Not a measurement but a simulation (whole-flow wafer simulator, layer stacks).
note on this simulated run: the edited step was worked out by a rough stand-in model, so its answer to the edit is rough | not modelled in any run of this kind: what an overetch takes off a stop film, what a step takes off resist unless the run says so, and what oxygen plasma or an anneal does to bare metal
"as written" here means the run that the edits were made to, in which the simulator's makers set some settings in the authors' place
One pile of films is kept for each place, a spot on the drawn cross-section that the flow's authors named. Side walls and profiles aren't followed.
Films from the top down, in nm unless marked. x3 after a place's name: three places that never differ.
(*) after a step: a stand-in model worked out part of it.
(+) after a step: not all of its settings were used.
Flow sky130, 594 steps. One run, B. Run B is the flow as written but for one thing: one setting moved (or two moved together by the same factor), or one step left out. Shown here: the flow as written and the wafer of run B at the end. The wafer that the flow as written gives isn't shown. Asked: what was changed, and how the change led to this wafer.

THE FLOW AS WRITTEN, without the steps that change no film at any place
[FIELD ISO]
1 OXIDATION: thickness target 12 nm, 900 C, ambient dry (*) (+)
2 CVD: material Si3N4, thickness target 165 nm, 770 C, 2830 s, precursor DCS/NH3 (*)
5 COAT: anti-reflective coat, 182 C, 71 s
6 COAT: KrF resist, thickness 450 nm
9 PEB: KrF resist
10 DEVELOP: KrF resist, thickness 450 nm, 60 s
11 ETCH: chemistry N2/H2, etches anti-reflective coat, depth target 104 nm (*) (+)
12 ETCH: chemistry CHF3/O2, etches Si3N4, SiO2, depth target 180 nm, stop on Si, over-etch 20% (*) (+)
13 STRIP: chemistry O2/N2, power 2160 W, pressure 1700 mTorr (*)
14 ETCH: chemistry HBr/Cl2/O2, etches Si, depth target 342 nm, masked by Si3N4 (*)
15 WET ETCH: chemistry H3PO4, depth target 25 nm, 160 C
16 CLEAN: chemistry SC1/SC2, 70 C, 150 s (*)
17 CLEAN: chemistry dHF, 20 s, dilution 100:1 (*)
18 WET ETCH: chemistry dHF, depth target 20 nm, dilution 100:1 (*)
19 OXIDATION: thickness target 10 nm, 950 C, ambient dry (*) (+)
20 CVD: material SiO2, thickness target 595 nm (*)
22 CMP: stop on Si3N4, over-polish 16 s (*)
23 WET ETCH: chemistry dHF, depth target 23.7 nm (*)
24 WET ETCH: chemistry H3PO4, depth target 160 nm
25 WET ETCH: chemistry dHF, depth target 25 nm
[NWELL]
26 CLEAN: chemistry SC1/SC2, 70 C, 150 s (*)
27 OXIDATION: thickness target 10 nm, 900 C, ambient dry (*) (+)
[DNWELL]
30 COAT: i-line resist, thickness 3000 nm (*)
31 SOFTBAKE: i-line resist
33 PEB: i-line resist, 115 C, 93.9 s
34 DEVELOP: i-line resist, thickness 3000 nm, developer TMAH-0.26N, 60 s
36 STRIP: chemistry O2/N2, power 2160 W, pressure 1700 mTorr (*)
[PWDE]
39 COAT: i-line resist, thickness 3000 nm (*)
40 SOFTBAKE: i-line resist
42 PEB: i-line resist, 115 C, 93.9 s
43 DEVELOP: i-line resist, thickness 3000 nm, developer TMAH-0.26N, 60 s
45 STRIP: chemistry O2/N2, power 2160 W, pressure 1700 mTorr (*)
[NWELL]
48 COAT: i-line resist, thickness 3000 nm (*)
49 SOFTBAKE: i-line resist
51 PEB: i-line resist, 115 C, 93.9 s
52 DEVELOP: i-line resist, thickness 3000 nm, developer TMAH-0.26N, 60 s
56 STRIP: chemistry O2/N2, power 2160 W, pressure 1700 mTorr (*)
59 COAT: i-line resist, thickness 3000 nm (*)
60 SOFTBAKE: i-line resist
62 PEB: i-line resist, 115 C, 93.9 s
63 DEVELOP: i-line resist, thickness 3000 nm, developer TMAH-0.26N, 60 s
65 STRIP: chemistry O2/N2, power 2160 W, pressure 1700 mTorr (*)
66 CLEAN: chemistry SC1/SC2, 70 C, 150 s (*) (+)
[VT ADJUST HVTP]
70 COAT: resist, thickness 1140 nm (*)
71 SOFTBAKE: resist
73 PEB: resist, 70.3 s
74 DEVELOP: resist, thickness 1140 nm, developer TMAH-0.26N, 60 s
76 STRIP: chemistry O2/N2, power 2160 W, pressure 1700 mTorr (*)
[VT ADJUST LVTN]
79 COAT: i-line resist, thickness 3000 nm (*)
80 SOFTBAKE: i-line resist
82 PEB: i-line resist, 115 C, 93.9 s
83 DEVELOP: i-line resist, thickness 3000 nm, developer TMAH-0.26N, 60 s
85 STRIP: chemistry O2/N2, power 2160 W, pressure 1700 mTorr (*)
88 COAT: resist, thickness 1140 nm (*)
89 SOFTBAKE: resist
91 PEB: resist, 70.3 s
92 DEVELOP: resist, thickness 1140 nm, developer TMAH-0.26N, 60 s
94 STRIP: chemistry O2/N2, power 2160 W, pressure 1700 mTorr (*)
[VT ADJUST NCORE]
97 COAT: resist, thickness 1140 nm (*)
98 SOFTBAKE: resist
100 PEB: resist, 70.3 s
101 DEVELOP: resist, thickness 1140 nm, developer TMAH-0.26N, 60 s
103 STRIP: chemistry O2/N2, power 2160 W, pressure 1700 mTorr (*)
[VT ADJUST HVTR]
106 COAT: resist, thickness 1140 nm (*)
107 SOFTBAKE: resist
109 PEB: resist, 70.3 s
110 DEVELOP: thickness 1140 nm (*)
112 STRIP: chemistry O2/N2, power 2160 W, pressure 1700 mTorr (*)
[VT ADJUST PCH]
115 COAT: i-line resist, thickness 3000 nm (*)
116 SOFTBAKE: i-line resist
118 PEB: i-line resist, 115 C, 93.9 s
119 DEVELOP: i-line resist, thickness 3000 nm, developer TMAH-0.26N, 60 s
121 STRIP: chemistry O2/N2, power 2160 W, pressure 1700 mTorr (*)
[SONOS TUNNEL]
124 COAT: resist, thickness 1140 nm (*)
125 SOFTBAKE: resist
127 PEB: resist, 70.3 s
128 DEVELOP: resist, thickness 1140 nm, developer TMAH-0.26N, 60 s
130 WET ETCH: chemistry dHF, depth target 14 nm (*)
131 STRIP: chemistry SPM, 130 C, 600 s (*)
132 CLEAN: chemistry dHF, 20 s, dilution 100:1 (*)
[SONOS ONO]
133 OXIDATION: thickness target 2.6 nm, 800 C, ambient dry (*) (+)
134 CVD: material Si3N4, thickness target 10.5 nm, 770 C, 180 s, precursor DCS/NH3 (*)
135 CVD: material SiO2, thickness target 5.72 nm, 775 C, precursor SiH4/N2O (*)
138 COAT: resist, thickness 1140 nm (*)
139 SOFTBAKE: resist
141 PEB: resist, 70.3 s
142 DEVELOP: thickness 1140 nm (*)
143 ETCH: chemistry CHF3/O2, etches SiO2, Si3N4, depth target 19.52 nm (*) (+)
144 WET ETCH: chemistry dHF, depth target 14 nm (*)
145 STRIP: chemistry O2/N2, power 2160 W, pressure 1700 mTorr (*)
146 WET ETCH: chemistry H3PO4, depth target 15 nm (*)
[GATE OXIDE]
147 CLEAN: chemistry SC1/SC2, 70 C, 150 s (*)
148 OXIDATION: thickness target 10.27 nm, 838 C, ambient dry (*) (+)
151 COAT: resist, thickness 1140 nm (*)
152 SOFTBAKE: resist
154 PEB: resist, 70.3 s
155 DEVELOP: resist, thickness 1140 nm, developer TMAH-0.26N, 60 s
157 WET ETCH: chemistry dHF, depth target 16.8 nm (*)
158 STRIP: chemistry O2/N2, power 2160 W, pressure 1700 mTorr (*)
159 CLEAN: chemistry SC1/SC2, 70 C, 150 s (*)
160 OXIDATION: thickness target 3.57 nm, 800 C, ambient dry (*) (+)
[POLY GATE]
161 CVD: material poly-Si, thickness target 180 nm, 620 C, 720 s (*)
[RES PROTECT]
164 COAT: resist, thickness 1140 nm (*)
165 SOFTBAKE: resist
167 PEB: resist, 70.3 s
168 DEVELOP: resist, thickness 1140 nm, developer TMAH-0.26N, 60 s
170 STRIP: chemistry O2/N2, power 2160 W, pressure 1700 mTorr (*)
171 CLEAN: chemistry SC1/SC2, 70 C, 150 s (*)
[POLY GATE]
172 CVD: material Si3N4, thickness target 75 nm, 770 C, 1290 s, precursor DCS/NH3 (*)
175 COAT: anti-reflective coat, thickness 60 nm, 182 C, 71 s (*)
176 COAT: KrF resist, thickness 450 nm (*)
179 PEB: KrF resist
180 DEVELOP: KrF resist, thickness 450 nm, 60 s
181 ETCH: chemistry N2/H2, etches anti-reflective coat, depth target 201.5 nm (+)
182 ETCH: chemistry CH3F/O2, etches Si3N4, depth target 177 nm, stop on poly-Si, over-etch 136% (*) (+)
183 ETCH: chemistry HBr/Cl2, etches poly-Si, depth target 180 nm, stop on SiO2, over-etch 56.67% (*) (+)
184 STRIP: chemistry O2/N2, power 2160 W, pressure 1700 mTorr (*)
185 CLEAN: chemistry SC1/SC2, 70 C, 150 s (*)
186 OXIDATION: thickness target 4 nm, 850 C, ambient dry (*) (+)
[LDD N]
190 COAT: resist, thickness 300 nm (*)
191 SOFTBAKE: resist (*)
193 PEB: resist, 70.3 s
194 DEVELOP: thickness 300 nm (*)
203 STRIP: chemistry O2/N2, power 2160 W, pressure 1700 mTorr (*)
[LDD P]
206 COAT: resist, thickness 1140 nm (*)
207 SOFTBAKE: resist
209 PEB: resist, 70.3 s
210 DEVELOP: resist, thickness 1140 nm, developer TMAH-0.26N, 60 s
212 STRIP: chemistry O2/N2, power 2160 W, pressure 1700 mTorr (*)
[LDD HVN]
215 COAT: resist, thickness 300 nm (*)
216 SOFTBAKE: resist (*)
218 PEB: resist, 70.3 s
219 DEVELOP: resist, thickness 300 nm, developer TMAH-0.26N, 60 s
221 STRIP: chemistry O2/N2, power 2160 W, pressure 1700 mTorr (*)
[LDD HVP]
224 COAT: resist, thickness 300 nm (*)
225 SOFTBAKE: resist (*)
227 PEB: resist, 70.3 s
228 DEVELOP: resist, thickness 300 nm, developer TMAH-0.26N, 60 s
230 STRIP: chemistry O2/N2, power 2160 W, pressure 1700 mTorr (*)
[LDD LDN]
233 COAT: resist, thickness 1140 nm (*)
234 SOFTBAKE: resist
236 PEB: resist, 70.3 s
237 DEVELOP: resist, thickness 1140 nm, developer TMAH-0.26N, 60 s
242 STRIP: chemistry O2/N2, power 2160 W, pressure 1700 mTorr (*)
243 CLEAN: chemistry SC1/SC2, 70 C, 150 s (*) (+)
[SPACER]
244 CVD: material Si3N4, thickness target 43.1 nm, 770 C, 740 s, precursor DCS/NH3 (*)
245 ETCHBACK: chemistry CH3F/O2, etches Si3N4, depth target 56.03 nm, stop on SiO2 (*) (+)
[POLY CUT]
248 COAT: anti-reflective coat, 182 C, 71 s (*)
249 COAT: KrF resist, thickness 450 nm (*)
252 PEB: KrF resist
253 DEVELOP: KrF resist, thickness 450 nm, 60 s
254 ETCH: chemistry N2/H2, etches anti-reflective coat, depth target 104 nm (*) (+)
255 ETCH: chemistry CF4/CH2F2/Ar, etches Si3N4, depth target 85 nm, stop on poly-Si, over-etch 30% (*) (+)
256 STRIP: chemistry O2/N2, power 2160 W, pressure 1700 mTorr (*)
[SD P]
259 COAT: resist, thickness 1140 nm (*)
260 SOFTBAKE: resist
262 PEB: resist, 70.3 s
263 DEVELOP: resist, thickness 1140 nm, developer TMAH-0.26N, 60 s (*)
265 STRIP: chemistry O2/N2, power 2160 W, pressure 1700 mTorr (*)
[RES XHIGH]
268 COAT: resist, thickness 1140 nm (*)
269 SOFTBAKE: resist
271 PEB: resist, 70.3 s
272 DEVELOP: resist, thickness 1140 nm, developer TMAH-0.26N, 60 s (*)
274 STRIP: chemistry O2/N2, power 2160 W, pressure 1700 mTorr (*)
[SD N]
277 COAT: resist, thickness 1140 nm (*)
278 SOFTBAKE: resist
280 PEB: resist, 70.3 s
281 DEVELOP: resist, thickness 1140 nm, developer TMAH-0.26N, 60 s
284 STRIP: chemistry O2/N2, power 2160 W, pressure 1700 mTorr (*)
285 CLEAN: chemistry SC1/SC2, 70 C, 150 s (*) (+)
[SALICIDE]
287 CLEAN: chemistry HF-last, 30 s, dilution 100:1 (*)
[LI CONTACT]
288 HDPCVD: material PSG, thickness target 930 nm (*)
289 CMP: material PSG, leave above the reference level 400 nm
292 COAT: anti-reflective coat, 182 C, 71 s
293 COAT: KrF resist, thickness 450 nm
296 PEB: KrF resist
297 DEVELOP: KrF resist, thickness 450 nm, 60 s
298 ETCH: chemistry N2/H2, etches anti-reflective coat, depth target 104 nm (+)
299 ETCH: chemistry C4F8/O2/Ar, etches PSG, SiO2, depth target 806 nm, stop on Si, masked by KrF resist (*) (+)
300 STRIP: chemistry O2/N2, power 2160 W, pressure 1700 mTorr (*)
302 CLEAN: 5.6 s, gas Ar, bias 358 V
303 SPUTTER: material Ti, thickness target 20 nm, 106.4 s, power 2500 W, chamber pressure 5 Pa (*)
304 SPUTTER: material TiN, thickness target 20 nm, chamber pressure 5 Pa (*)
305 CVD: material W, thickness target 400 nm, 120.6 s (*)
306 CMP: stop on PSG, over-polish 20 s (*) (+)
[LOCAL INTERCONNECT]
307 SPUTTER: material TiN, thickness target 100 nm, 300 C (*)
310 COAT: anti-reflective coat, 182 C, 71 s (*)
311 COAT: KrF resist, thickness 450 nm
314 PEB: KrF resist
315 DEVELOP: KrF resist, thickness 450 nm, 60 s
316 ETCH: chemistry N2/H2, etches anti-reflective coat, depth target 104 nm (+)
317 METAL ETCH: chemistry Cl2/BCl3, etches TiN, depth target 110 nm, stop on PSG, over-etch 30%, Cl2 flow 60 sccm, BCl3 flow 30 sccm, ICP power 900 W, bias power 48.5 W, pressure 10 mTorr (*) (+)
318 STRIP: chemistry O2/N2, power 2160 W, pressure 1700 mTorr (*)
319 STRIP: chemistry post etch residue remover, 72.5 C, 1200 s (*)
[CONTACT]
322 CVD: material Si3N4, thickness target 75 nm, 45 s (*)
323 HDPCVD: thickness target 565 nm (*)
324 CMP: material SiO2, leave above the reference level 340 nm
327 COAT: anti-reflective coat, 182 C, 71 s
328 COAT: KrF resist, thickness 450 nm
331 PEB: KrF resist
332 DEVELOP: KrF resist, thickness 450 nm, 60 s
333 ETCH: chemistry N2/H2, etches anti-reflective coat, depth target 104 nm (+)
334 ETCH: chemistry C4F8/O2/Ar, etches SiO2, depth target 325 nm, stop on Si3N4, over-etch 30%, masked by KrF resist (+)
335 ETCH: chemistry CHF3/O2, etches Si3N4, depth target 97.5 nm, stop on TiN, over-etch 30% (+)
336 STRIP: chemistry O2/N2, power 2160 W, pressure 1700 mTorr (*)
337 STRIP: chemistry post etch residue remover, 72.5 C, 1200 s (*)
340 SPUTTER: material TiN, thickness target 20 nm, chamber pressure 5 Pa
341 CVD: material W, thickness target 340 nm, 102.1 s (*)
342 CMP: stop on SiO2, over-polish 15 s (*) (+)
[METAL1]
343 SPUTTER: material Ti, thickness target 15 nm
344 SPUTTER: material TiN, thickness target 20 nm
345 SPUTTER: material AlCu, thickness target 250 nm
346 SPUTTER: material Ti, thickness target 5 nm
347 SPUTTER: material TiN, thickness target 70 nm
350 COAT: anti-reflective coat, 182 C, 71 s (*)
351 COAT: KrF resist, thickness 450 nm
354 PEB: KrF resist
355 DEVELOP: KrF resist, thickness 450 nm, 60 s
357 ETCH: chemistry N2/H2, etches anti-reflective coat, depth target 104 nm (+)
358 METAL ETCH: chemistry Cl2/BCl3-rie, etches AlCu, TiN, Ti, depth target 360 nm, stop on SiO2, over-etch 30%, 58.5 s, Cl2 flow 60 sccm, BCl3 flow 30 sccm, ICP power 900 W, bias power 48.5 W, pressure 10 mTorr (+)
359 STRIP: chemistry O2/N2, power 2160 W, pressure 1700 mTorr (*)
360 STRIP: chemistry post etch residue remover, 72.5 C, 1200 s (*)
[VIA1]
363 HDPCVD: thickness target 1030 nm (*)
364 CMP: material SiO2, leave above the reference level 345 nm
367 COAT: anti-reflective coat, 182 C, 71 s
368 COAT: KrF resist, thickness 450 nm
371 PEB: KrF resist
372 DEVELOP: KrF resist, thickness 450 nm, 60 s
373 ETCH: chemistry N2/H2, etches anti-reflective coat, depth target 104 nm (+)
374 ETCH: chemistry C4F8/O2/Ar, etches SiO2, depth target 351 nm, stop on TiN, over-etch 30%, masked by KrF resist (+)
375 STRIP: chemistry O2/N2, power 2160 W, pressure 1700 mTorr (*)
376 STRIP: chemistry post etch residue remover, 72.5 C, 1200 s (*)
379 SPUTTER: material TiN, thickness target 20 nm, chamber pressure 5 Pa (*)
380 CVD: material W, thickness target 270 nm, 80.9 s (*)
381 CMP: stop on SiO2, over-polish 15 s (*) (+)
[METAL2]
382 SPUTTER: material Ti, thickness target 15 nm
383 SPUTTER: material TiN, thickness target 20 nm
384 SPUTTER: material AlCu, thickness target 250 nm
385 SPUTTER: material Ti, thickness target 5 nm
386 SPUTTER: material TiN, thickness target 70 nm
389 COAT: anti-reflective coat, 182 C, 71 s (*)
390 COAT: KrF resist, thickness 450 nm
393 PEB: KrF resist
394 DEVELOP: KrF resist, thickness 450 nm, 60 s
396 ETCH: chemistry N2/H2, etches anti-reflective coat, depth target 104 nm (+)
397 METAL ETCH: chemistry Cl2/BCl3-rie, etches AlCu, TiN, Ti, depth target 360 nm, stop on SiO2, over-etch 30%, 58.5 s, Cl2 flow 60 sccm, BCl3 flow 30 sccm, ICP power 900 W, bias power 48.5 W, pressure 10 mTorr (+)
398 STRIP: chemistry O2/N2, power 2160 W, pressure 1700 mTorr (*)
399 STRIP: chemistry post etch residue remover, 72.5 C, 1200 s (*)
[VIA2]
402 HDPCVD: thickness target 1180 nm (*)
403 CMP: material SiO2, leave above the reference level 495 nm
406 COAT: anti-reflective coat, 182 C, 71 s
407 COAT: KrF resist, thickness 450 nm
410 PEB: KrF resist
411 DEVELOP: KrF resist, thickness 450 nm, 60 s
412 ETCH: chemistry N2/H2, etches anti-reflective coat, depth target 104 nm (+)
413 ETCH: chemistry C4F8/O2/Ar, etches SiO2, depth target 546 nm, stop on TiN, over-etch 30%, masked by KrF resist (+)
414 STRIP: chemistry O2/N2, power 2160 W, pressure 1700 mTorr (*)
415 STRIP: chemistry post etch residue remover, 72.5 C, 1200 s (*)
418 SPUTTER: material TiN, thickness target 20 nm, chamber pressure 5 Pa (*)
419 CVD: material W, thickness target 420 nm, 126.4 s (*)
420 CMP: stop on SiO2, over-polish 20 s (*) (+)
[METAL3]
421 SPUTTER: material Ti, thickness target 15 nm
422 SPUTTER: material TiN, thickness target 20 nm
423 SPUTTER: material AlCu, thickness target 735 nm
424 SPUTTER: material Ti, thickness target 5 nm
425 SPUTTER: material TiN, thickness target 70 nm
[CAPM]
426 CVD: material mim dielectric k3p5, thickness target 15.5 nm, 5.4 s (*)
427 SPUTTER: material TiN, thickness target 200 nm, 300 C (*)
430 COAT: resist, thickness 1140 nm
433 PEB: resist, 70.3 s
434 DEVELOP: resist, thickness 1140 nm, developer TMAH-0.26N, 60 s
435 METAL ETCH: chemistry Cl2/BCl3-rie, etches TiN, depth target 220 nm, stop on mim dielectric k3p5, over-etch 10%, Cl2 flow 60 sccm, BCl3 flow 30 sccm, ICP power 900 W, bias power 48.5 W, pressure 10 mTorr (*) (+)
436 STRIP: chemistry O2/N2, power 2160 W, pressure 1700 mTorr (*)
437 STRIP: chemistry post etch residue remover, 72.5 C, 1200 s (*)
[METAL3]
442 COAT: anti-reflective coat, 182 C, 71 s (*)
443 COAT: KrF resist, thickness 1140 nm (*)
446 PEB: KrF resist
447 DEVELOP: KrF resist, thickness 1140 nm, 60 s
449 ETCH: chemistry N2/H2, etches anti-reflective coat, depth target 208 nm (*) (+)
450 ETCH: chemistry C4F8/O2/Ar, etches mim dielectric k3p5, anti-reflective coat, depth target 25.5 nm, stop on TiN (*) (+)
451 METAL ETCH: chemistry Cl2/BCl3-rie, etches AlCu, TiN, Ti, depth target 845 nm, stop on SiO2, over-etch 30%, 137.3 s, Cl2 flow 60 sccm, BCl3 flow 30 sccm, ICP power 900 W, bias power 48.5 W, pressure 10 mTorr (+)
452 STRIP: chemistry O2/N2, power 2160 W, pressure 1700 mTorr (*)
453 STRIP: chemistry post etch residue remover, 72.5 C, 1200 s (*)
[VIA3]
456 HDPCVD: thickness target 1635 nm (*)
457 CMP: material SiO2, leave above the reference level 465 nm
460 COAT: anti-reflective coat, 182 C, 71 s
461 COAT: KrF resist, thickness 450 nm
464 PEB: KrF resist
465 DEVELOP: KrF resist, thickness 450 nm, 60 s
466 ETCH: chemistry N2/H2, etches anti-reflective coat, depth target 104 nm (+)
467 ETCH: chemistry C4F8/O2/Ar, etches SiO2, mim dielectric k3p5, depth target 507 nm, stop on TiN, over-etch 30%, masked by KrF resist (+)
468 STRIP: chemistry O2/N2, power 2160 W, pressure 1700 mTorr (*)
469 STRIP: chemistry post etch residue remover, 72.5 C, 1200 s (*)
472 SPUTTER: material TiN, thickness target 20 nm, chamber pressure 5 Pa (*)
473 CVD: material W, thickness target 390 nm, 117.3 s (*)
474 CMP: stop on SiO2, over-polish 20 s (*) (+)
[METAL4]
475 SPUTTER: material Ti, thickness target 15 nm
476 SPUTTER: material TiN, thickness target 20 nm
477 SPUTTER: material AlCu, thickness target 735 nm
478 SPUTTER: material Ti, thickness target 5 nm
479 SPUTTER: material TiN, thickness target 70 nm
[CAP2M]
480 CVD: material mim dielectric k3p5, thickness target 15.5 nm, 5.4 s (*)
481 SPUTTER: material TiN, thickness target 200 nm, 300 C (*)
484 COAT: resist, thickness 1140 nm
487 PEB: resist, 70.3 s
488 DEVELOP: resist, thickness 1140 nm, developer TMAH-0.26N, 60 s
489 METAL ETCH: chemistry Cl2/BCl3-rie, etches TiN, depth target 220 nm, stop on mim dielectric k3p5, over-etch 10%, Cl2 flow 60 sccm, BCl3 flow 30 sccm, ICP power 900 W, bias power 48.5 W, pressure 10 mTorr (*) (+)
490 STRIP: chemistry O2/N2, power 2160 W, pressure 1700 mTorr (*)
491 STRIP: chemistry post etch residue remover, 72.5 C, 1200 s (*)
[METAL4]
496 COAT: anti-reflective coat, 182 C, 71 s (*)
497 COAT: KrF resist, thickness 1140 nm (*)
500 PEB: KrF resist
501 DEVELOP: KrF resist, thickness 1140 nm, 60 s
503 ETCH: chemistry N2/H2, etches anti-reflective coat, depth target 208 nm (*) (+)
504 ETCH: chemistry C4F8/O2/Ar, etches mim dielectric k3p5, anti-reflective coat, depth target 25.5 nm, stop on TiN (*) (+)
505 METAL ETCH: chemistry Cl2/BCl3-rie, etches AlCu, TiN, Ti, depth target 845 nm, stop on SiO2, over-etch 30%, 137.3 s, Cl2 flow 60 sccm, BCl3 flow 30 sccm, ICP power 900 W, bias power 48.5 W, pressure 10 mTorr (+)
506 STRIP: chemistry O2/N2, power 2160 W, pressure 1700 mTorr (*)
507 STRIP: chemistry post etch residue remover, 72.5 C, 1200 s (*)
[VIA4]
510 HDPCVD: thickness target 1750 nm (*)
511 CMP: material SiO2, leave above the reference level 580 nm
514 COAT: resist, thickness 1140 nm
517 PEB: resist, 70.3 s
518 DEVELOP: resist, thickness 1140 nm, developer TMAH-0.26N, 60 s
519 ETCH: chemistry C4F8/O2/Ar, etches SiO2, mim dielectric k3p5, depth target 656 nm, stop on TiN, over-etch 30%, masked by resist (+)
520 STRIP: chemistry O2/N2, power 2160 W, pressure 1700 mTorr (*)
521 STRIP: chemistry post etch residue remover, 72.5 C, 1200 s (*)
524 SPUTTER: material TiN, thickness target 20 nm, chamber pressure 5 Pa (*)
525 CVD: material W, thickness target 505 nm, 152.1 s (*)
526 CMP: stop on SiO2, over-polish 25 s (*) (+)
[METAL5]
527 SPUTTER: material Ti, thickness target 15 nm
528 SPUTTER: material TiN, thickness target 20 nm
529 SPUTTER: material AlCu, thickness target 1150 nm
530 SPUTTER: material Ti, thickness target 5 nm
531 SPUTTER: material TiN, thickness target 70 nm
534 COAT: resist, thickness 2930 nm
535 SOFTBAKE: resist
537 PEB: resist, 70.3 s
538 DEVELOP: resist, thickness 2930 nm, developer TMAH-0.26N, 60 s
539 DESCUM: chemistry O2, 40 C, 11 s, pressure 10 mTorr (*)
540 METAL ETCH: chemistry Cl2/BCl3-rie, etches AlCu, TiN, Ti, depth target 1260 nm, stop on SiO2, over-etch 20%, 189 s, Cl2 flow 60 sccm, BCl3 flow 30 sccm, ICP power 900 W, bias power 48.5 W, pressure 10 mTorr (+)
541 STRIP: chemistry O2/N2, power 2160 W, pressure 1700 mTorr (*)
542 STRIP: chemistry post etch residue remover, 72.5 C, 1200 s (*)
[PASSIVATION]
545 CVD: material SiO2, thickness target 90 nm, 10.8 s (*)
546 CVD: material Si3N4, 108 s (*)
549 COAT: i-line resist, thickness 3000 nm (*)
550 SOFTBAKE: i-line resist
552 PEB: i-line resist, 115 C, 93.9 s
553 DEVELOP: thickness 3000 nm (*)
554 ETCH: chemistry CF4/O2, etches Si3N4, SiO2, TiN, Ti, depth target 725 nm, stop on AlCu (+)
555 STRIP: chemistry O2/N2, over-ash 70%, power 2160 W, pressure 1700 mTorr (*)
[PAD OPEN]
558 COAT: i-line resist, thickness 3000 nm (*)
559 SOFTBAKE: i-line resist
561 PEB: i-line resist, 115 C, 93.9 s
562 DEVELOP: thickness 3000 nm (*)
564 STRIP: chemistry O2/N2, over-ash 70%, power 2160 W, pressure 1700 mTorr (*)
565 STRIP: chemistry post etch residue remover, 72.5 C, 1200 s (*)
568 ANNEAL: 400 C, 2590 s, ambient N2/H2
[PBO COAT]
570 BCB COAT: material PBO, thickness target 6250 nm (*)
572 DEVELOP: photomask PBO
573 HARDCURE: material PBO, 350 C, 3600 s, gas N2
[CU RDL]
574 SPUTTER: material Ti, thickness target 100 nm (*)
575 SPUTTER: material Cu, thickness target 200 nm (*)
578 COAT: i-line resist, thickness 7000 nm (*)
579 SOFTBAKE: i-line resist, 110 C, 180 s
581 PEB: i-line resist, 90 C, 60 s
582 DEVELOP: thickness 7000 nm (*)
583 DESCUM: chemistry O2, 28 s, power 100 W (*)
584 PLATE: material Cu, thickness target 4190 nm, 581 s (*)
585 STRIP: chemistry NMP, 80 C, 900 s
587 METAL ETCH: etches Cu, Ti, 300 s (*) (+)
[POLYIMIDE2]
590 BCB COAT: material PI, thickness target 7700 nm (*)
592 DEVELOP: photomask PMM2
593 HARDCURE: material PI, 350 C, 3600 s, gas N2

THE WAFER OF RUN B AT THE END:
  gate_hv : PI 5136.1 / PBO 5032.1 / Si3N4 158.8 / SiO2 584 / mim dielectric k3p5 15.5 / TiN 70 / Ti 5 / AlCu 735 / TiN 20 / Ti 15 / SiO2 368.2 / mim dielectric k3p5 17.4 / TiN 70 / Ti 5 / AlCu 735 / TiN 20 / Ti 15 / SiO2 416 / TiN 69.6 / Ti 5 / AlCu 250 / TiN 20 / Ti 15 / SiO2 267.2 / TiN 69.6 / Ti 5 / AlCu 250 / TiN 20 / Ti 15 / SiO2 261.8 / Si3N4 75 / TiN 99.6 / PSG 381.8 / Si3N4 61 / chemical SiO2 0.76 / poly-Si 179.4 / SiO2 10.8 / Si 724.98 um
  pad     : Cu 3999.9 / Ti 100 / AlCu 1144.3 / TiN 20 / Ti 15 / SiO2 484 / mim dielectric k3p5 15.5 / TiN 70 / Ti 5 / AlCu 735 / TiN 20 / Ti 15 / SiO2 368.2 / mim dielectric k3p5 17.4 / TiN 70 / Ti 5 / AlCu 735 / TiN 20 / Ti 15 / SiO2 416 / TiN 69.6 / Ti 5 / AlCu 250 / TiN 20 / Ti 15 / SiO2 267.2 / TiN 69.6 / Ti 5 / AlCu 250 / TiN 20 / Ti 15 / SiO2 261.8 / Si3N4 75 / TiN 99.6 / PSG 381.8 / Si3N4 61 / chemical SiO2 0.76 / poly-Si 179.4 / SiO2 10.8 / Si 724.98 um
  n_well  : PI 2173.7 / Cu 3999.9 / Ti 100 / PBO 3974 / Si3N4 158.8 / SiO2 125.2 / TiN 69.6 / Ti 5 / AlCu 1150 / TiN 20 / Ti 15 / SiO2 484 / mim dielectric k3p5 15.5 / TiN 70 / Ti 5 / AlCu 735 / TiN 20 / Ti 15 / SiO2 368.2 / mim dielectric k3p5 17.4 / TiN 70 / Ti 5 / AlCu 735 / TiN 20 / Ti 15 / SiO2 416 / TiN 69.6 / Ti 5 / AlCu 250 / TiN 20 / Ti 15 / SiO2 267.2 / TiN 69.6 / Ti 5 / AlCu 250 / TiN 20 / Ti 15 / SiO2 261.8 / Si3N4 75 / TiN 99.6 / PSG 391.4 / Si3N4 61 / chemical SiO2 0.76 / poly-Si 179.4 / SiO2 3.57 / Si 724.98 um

The cause: step 426, CVD: thickness target 17.4 nm was run, where the flow has thickness target 15.5 nm; step 426, CVD: 6.08 s was run, where the flow has 5.4 s.
It can be read off the wafer: gate_hv has mim dielectric k3p5 17.4, and step 426 as written asks for 15.5 nm.

How the change led to this, step by step:
  426 CVD: material mim dielectric k3p5, thickness target 15.5 nm, 5.4 s (*)
      field, active, n_well and 188 more: mim dielectric k3p5 +17.4 (new film) (as written it would be: mim dielectric k3p5 +15.5 (new film))
  450 ETCH: chemistry C4F8/O2/Ar, etches mim dielectric k3p5, anti-reflective coat, depth target 25.5 nm, stop on TiN (*) (+)
      n_well, p_well, gate_hv and 104 more: KrF resist -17 (as written it would be: KrF resist -15.5)
      field, active, gate and 82 more: mim dielectric k3p5 -17.4 (all of it) (as written it would be: mim dielectric k3p5 -15.5 (all of it))
  467 ETCH: chemistry C4F8/O2/Ar, etches SiO2, mim dielectric k3p5, depth target 507 nm, stop on TiN, over-etch 30%, masked by KrF resist (+)
      m1: SiO2 -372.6 (all of it), mim dielectric k3p5 -17.4 (all of it) (as written it would be: SiO2 -374.5 (all of it), mim dielectric k3p5 -15.5 (all of it))
      via3_hole: SiO2 -372 (all of it), mim dielectric k3p5 -17.4 (all of it) (as written it would be: SiO2 -373.9 (all of it), mim dielectric k3p5 -15.5 (all of it))
